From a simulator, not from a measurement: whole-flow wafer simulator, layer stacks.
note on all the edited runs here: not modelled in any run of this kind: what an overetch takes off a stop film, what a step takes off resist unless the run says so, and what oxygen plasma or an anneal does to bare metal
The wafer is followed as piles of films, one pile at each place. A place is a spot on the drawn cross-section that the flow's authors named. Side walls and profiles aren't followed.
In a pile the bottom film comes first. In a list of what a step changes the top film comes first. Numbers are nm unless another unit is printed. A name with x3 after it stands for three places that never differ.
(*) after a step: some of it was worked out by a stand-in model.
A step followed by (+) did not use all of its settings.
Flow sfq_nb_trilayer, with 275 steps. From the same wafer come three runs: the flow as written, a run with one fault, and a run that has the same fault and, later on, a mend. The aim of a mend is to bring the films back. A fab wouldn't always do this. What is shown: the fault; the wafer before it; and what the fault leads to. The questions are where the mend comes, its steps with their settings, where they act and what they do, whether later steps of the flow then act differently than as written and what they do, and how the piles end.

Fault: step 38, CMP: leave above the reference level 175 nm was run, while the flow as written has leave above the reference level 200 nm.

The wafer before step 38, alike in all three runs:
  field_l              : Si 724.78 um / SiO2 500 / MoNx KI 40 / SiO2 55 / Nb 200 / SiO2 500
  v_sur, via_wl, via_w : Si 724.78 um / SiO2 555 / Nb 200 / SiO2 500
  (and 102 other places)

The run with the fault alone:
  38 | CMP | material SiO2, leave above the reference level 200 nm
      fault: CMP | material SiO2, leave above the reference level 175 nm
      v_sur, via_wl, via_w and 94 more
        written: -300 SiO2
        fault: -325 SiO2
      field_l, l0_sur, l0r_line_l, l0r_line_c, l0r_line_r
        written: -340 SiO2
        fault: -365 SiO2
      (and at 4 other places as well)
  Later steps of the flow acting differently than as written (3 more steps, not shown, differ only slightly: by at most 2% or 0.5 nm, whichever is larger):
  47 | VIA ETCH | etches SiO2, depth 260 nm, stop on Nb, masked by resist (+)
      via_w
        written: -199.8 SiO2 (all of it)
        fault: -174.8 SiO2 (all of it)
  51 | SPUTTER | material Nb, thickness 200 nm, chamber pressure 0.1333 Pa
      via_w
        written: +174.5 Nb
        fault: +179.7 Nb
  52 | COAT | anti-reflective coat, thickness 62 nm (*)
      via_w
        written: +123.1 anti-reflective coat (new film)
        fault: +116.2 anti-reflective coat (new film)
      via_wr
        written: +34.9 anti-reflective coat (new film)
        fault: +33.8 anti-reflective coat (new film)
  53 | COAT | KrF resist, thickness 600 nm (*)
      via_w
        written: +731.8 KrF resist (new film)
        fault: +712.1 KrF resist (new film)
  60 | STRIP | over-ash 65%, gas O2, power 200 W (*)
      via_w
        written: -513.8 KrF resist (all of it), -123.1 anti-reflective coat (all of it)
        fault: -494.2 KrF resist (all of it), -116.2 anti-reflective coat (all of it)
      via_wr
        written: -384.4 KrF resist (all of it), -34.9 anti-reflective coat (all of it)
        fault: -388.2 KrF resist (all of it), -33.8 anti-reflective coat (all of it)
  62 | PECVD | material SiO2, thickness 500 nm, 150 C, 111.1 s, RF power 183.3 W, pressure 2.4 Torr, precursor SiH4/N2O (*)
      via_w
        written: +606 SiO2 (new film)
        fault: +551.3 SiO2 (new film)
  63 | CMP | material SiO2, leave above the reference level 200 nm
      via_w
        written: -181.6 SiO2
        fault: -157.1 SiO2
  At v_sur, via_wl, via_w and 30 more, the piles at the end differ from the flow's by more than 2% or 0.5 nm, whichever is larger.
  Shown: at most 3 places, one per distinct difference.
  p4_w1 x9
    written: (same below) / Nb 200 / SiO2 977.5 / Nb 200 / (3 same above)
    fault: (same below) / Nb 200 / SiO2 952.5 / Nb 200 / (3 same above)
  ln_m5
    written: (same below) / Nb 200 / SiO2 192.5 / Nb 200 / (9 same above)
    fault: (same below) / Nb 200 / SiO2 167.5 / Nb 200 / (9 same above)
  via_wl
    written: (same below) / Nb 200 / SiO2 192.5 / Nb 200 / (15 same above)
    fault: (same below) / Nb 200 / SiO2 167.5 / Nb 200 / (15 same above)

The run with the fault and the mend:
  The mend stands after step 45.
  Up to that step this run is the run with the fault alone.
  45a | STRIP | over-ash 65%, gas O2, power 200 W (*)
      field_l, v_sur, via_wl and 102 more
        -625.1 KrF resist (all of it), -62 anti-reflective coat (all of it)
      via_w
        -62 anti-reflective coat (all of it)
  45b | PECVD | material SiO2, thickness 25 nm, 150 C, 5.556 s, RF power 183.3 W, pressure 2.4 Torr, precursor SiH4/N2O (a further turn of the flow's step 37, with different settings)
      field_l, v_sur, via_wl and 103 more
        +25 SiO2
  45c | COAT | anti-reflective coat, thickness 62 nm (a further turn of the flow's step 40)
      field_l, v_sur, via_wl and 103 more
        +62 anti-reflective coat (new film)
  45d | COAT | KrF resist, thickness 650 nm (a further turn of the flow's step 41)
      field_l, v_sur, via_wl and 103 more
        +650 KrF resist (new film)
  45e | SOFTBAKE | KrF resist (a further turn of the flow's step 42)
      leaves every film unchanged at each place that is followed
  45f | EXPOSE | photomask I0, dose 11.91 mJ/cm2, NA 0.6, wavelength 248 nm (*) (a further turn of the flow's step 43)
      leaves every film unchanged at each place that is followed
  45g | PEB | KrF resist, 90 s (a further turn of the flow's step 44)
      field_l, v_sur, via_wl and 103 more
        -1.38 KrF resist
  45h | DEVELOP | KrF resist, thickness 650 nm, 60 s (a further turn of the flow's step 45)
      field_l, v_sur, via_wl and 102 more
        -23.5 KrF resist
      via_w
        -648.6 KrF resist (all of it)
  Every later step of the flow that is run acts as written, at every place that is followed, to within 2% or 0.5 nm, whichever is larger.
  When the end is reached, the piles differ only a little from the flow's at the places that both follow, at most by 2% or 0.5 nm, whichever is larger.
